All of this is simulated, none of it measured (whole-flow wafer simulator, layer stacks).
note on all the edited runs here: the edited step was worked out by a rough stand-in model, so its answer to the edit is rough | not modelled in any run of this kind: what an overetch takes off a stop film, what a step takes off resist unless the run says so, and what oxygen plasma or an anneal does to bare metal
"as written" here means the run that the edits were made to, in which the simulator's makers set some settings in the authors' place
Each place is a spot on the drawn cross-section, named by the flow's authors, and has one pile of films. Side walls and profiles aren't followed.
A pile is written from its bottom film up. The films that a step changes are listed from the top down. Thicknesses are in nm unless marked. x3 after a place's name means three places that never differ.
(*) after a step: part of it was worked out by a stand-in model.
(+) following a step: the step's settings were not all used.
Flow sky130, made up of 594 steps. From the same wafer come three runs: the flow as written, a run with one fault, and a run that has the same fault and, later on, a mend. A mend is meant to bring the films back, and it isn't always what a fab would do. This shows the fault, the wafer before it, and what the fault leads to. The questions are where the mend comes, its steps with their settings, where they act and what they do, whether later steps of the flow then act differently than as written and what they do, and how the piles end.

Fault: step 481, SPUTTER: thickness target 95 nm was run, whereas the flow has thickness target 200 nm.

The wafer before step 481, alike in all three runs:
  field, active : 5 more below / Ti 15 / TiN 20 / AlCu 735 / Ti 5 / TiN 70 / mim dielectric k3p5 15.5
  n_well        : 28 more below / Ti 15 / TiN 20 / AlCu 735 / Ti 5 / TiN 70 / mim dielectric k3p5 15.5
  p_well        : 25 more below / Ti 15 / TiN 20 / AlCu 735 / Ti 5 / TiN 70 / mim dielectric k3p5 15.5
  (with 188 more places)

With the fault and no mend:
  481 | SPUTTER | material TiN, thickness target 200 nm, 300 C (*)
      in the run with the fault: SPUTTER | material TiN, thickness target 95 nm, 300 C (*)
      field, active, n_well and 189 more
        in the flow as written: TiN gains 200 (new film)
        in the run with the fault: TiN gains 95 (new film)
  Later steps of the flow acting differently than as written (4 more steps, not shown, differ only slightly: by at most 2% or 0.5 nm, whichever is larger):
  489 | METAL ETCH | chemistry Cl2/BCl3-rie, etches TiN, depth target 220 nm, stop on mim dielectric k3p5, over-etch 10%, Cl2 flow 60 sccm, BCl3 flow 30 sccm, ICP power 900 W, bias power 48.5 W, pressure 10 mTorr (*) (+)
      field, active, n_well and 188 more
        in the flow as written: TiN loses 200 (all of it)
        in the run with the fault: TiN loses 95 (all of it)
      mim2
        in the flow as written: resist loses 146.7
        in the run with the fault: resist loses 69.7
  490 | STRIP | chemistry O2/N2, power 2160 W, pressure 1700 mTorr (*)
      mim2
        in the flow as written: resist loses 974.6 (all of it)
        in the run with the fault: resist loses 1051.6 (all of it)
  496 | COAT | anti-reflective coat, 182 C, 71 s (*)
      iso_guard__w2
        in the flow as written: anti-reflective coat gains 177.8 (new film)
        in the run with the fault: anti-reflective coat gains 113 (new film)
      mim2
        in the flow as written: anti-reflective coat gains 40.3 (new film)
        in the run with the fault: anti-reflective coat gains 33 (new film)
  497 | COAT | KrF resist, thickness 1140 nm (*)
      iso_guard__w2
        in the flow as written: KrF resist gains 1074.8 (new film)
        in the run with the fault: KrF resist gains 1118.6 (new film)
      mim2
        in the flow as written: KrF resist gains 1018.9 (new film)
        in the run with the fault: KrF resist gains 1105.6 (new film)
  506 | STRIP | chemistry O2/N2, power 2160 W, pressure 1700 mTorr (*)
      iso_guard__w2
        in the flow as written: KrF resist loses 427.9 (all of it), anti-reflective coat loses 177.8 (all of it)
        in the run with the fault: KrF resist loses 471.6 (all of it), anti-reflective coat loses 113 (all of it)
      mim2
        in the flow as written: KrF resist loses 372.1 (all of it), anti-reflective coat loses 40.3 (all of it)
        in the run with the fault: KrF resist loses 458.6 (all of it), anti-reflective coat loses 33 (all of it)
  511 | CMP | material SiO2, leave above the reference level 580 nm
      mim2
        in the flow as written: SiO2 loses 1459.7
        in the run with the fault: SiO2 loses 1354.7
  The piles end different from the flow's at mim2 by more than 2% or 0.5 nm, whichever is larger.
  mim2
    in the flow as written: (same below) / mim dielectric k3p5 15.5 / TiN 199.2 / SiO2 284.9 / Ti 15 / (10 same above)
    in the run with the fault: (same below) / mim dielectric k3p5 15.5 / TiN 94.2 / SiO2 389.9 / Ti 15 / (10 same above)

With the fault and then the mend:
  After step 481 comes the mend.
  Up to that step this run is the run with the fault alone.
  481a | SPUTTER | material TiN, thickness target 105 nm, 300 C (*) (the flow's step 481 again, with other settings)
      field, active, n_well and 189 more
        TiN gains 105
  Every later step of the flow that is run acts as written at every place that is followed.
  By the end, the piles equal the flow's at every place that both follow.
